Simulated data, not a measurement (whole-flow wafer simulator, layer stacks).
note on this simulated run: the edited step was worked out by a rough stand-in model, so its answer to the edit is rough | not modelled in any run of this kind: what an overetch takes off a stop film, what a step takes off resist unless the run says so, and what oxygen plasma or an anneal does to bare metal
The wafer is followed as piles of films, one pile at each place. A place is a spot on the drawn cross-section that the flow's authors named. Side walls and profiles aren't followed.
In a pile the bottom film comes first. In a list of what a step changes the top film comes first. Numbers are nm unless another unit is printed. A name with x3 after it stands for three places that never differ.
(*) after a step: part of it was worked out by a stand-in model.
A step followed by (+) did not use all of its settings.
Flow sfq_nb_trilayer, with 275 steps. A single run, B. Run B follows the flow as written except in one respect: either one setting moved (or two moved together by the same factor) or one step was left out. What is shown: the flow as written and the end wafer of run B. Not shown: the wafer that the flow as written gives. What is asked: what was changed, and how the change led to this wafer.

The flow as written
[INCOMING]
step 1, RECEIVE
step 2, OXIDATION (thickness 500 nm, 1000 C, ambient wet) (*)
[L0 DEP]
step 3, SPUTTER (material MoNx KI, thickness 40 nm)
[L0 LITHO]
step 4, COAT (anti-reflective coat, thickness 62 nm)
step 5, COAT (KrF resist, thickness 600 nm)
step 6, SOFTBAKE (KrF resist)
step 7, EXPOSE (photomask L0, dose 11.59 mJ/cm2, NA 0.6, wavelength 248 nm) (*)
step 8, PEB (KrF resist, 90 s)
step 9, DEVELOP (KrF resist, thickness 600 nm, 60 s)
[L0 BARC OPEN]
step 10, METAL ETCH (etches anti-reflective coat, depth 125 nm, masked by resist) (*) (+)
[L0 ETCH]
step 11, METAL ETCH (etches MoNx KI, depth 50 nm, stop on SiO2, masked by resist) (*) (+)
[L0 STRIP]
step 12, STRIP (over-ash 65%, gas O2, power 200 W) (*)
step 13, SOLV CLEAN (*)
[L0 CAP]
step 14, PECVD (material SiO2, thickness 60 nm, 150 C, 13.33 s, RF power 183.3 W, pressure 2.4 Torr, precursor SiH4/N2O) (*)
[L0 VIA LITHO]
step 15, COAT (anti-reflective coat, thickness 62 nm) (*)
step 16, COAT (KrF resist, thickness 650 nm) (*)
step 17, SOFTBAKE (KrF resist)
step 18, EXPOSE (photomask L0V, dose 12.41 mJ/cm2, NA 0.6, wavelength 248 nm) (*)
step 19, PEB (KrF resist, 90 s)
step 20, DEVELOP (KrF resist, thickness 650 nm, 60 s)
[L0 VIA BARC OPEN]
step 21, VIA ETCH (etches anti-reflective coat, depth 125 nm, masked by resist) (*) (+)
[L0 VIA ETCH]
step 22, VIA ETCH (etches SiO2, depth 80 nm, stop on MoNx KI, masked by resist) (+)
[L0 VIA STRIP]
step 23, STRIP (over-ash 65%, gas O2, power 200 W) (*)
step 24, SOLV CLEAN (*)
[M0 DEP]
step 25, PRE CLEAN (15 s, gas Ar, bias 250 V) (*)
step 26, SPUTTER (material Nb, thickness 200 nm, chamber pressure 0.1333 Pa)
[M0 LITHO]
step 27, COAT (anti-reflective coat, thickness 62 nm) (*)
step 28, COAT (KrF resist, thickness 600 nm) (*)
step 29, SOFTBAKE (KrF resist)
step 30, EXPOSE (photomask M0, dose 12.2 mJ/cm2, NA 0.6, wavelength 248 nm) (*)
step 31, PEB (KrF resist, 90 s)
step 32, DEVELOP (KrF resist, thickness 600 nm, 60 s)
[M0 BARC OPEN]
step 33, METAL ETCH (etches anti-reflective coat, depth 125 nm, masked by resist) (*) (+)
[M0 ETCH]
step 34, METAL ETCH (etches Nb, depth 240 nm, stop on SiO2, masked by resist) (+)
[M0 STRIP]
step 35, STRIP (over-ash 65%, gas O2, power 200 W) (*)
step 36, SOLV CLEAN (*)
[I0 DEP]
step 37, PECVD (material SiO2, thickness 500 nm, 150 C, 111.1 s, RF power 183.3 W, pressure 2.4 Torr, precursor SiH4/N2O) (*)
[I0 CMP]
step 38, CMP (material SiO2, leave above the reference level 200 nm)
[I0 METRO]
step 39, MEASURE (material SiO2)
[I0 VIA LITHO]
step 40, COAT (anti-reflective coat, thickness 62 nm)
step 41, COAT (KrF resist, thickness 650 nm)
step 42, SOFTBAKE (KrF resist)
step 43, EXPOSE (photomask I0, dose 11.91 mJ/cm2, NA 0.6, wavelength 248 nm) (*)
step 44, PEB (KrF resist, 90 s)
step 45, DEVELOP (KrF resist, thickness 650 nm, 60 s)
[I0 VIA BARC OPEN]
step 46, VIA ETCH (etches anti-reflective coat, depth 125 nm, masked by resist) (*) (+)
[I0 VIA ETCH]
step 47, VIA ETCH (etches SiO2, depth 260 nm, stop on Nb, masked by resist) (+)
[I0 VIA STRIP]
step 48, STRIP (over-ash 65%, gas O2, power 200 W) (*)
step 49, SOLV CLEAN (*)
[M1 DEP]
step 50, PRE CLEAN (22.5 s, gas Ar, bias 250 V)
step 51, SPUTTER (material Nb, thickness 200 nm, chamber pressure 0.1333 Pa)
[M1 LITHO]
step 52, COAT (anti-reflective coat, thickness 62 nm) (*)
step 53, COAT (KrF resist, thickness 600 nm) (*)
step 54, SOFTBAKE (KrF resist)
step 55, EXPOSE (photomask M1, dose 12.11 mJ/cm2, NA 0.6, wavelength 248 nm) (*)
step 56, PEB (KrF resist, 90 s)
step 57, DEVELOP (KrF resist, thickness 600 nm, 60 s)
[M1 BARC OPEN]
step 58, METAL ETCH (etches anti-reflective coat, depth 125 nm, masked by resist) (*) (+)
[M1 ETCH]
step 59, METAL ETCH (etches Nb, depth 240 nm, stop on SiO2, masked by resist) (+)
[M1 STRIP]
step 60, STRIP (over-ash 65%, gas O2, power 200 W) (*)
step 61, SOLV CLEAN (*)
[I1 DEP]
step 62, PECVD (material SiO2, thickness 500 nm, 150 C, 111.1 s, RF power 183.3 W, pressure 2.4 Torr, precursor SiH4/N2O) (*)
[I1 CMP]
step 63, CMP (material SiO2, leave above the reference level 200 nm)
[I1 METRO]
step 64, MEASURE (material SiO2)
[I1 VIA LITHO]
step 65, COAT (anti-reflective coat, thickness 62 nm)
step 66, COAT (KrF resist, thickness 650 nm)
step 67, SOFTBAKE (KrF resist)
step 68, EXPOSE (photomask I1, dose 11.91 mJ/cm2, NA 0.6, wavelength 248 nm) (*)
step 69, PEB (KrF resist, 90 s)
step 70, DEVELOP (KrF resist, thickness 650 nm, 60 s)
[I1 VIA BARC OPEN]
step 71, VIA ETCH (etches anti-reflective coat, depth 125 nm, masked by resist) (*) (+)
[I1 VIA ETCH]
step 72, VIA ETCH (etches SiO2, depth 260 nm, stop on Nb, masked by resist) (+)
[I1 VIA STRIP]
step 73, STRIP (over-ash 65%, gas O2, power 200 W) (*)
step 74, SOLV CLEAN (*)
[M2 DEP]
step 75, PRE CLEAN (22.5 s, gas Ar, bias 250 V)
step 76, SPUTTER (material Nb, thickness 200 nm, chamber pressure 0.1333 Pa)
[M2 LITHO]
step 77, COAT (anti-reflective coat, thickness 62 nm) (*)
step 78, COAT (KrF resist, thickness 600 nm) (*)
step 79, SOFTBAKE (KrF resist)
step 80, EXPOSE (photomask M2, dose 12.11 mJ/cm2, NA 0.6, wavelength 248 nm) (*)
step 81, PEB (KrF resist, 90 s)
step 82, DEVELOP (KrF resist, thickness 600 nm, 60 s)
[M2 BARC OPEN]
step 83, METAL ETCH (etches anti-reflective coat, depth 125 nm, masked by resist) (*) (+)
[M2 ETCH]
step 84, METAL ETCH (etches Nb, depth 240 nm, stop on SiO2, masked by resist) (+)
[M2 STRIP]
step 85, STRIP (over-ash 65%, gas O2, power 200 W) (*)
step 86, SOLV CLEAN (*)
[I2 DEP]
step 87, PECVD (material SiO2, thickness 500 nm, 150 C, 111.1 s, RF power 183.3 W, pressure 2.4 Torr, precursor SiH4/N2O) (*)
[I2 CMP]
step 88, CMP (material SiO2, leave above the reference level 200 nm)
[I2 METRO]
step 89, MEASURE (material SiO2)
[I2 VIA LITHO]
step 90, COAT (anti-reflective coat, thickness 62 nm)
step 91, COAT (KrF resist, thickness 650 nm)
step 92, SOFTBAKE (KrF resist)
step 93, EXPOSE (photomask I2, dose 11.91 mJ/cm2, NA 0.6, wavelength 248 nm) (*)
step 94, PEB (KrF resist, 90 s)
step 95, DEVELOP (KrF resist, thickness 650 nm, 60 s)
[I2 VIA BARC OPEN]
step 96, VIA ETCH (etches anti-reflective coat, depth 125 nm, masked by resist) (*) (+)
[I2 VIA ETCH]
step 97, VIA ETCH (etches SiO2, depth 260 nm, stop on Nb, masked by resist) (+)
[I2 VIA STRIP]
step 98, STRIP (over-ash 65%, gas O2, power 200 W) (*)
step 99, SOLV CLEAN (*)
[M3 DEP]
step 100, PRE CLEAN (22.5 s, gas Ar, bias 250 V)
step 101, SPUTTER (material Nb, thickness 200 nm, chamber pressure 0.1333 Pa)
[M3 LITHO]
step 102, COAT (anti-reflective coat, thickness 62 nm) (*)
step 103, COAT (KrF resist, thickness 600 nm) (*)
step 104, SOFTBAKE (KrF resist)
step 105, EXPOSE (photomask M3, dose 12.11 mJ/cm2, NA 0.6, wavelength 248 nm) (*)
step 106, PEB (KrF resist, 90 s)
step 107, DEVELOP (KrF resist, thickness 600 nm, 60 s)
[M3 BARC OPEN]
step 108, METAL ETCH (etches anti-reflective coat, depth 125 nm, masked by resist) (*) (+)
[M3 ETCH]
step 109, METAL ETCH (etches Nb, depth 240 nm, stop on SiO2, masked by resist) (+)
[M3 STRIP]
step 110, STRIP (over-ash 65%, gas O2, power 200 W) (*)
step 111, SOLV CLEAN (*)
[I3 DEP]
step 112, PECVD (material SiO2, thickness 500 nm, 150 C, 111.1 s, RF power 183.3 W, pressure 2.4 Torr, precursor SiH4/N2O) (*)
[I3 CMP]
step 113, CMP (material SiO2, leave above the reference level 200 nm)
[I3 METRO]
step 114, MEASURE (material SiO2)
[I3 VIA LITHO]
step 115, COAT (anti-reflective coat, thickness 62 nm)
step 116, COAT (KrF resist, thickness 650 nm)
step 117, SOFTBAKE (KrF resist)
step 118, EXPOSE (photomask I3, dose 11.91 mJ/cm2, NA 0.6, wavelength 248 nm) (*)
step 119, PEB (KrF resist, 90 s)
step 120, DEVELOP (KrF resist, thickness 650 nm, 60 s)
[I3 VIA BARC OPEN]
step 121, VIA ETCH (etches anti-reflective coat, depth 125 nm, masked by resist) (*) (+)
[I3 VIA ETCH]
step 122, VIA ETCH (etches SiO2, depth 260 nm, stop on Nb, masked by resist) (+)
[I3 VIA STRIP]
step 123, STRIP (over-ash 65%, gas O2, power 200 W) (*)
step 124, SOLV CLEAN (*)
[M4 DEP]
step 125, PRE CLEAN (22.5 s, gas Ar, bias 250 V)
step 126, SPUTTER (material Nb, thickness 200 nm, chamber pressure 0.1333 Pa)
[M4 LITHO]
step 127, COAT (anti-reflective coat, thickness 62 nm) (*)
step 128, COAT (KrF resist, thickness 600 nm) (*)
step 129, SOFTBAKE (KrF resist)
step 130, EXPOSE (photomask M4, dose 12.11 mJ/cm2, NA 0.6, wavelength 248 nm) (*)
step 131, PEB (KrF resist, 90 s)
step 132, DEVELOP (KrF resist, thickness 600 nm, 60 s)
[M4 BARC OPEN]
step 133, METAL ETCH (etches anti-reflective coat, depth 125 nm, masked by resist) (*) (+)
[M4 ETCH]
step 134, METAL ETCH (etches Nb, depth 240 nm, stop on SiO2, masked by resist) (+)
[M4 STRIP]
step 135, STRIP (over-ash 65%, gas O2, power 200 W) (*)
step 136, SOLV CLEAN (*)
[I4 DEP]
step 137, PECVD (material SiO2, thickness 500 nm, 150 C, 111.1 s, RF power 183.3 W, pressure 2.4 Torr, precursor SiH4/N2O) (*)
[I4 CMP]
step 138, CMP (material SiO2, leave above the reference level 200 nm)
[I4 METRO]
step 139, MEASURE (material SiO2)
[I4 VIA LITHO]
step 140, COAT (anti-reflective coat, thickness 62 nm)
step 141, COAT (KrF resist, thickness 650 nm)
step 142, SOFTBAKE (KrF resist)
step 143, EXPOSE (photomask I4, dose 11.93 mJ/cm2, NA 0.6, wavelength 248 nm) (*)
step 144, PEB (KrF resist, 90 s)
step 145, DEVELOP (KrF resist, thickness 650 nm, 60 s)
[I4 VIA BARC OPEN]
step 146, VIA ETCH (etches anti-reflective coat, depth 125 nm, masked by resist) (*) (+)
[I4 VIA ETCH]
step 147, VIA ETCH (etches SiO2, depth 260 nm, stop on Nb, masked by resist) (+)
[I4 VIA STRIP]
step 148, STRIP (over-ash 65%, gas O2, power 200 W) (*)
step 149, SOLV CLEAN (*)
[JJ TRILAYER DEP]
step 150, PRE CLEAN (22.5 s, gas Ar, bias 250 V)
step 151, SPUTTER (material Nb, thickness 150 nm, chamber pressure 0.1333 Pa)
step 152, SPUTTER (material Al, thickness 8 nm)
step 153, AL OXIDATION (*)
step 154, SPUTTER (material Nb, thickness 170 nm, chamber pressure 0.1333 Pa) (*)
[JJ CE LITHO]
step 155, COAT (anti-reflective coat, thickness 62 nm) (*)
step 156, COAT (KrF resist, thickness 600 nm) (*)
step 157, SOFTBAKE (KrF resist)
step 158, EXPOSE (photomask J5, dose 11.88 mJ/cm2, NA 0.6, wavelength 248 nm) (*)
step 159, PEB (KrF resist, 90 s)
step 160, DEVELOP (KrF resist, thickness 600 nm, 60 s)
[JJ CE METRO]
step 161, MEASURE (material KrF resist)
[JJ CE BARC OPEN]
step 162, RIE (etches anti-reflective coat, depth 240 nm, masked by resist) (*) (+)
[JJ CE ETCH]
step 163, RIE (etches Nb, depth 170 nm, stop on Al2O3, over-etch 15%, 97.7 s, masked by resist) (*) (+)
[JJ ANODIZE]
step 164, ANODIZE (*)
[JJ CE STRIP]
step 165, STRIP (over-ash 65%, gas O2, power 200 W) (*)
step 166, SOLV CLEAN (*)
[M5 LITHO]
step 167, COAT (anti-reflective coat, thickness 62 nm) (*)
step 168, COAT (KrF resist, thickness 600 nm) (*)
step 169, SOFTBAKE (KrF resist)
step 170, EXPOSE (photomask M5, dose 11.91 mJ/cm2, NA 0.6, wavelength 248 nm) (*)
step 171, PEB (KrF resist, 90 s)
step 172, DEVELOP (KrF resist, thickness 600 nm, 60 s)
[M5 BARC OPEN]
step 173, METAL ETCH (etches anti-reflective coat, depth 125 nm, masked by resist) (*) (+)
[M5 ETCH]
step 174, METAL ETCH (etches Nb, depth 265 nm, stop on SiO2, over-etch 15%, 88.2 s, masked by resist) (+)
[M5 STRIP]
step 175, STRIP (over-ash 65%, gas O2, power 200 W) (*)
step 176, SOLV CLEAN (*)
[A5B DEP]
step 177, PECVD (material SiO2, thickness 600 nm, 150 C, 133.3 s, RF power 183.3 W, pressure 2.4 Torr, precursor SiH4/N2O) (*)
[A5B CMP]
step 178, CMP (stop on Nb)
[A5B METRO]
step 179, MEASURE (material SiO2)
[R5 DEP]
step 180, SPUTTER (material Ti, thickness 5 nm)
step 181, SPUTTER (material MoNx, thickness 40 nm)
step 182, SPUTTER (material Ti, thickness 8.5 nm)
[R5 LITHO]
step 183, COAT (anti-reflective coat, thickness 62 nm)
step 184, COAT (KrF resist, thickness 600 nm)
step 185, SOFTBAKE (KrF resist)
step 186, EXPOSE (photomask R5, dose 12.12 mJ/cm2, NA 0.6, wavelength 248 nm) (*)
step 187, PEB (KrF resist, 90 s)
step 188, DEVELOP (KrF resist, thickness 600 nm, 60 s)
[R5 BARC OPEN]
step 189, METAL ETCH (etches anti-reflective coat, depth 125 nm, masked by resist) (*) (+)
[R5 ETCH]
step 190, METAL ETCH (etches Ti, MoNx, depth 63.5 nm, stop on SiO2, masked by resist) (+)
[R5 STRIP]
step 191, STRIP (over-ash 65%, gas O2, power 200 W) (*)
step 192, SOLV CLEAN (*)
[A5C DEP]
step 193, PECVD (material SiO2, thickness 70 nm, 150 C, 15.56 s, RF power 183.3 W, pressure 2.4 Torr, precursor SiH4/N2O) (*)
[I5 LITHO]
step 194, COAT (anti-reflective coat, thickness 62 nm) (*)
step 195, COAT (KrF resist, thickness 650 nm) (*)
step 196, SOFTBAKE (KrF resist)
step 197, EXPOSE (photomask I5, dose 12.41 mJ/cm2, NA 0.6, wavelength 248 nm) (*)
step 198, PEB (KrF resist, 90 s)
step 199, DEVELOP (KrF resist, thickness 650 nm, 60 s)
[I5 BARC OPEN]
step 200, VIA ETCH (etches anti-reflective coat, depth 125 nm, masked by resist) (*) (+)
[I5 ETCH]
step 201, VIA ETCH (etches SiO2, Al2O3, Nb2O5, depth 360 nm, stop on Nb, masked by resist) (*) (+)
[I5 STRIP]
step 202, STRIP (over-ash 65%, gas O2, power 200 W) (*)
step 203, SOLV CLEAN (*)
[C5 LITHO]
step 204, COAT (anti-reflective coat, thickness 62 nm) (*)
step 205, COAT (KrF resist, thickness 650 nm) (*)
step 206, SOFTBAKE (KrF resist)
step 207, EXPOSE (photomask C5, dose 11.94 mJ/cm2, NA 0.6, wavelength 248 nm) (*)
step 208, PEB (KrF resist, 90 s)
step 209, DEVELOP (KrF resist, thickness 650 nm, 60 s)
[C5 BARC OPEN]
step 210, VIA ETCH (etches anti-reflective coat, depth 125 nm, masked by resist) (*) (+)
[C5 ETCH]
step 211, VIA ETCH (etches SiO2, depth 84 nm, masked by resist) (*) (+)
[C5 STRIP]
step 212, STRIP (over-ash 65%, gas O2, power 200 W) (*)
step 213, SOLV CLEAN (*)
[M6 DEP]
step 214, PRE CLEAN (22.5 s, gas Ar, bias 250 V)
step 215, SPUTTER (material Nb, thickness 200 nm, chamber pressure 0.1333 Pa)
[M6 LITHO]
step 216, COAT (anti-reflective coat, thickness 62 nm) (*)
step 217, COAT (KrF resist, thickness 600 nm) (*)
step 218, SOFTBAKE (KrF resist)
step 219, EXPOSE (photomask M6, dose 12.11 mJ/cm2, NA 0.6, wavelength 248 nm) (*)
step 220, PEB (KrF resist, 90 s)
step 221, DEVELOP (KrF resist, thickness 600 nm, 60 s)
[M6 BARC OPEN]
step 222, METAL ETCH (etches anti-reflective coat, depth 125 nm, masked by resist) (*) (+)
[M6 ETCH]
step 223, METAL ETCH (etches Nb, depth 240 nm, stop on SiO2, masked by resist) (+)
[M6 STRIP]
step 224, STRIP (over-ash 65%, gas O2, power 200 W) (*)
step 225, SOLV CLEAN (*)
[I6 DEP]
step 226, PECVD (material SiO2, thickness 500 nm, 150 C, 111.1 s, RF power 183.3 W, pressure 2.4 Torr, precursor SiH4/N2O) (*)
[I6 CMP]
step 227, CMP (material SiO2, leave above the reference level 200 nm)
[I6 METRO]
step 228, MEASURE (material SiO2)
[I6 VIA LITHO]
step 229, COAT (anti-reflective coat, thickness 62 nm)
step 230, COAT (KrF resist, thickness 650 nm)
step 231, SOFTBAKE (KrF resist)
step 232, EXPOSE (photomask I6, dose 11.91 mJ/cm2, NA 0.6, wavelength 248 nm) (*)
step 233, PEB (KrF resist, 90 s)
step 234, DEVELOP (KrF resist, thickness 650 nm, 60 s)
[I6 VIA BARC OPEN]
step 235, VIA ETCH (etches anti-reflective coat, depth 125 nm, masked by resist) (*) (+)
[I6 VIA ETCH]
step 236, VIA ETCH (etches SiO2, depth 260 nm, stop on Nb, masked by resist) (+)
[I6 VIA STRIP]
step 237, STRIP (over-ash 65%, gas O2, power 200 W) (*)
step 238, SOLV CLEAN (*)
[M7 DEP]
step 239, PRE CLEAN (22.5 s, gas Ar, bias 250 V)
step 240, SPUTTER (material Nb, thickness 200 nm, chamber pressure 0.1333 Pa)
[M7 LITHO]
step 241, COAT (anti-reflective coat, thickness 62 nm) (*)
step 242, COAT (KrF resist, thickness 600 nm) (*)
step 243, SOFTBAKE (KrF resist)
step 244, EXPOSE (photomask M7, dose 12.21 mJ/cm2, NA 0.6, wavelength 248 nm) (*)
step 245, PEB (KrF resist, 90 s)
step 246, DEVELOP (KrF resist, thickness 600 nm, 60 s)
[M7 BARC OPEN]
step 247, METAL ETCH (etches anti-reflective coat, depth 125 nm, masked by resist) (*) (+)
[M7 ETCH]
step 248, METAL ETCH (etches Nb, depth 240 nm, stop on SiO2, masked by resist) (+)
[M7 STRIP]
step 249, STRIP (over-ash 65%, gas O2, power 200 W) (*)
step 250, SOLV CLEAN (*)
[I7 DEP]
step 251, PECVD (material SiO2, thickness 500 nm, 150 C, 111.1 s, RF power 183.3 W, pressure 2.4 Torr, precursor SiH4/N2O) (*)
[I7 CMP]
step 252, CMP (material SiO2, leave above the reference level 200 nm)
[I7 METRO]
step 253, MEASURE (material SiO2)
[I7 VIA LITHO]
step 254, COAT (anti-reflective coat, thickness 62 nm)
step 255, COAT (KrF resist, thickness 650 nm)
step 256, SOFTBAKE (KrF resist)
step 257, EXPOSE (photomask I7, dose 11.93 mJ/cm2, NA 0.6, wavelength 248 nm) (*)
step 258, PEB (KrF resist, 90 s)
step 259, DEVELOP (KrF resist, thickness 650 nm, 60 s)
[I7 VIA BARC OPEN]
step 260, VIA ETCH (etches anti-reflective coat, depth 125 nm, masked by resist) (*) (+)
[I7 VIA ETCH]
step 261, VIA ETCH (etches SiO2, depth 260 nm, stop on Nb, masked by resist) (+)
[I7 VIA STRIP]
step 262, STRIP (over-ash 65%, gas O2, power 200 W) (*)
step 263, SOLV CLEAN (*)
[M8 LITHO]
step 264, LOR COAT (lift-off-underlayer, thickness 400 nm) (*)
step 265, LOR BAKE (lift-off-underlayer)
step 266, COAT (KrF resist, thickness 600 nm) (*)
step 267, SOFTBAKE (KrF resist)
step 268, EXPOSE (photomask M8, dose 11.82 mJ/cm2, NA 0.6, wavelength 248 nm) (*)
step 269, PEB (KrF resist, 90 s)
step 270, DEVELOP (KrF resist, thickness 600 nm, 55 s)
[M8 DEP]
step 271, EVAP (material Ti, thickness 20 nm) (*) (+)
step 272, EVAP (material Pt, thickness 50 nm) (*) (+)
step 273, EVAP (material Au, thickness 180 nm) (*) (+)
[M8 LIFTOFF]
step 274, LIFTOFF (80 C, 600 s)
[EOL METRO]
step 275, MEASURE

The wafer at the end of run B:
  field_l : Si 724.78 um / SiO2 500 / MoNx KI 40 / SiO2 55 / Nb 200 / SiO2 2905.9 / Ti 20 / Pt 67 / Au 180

What caused this: step 272, EVAP: thickness 67 nm was run, whereas the flow has thickness 50 nm.
One can read it off the wafer: field_l has Pt 67, and step 272 as written asks for 50 nm.

How this came from the change, step by step:
  step 272, EVAP (material Pt, thickness 50 nm) (*) (+)
      field_l, v_sur, via_wl and 103 more: +67 Pt (new film) (as written it would have been: +50 Pt (new film))
  step 274, LIFTOFF (80 C, 600 s)
      p4_fl, p4_fm, p4_w1 and 71 more: -180 Au (all of it), -67 Pt (all of it), -20 Ti (all of it), -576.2 KrF resist (all of it), -400 lift-off-underlayer (all of it) (as written it would have been: -180 Au (all of it), -50 Pt (all of it), -20 Ti (all of it), -576.2 KrF resist (all of it), -400 lift-off-underlayer (all of it))
      c5j, ce_r: -180 Au (all of it), -67 Pt (all of it), -20 Ti (all of it), -573.3 KrF resist (all of it), -399.3 lift-off-underlayer (all of it) (as written it would have been: -180 Au (all of it), -50 Pt (all of it), -20 Ti (all of it), -573.3 KrF resist (all of it), -399.3 lift-off-underlayer (all of it))
      (also at 19 further places)
